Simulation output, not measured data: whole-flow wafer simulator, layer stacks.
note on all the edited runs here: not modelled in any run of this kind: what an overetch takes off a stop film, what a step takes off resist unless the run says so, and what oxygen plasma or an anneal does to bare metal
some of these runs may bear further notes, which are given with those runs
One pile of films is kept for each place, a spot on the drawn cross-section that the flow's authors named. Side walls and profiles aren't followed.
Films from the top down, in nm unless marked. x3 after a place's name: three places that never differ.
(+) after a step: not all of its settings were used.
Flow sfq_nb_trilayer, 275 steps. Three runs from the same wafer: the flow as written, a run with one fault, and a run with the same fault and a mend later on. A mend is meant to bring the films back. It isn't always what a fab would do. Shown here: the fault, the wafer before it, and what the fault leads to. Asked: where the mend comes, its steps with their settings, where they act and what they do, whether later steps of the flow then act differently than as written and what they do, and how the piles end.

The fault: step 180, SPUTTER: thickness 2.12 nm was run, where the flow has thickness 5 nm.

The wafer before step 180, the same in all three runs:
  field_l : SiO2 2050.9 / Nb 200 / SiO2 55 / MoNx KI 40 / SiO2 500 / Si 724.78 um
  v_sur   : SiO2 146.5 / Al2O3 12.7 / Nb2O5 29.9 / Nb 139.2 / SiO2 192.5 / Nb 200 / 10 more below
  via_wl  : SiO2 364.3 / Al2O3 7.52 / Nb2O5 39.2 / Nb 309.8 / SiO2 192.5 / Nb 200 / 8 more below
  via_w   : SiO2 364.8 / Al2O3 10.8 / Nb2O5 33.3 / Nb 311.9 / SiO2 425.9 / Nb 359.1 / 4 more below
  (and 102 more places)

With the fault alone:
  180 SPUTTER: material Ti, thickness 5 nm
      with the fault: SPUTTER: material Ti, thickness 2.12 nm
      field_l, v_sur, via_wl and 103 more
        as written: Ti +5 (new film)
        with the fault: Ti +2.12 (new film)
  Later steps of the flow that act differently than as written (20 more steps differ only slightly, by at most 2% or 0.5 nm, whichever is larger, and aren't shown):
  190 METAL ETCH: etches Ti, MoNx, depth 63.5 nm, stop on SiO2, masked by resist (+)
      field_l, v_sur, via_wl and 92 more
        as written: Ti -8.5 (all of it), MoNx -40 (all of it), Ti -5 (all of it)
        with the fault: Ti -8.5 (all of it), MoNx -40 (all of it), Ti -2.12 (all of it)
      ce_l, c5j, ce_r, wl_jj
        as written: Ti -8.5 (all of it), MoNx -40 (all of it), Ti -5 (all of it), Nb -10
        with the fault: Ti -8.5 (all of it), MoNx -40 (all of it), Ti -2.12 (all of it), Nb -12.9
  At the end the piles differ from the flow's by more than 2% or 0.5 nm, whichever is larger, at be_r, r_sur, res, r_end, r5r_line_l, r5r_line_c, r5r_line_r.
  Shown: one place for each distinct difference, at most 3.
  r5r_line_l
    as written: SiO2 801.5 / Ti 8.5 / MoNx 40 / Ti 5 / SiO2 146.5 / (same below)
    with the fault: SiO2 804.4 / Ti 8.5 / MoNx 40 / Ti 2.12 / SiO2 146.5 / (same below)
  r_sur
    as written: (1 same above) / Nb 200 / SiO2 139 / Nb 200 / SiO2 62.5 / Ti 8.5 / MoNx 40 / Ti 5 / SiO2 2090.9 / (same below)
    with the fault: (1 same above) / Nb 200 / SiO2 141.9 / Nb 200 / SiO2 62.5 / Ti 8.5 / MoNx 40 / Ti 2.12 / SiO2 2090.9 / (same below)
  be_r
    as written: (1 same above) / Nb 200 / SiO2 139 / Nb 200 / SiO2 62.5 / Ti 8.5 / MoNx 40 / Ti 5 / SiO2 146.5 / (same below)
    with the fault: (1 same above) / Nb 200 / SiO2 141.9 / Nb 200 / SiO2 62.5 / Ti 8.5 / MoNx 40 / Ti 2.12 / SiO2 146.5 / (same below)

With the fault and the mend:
  The mend comes after step 180.
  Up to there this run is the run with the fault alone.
  180a SPUTTER: material Ti, thickness 2.88 nm (the flow's step 180 once more, with other settings)
      field_l, v_sur, via_wl and 103 more
        Ti +2.88
  No later step of the flow acts differently than as written at any place that is followed.
  At the end the piles are the same as the flow's at every place that both follow.
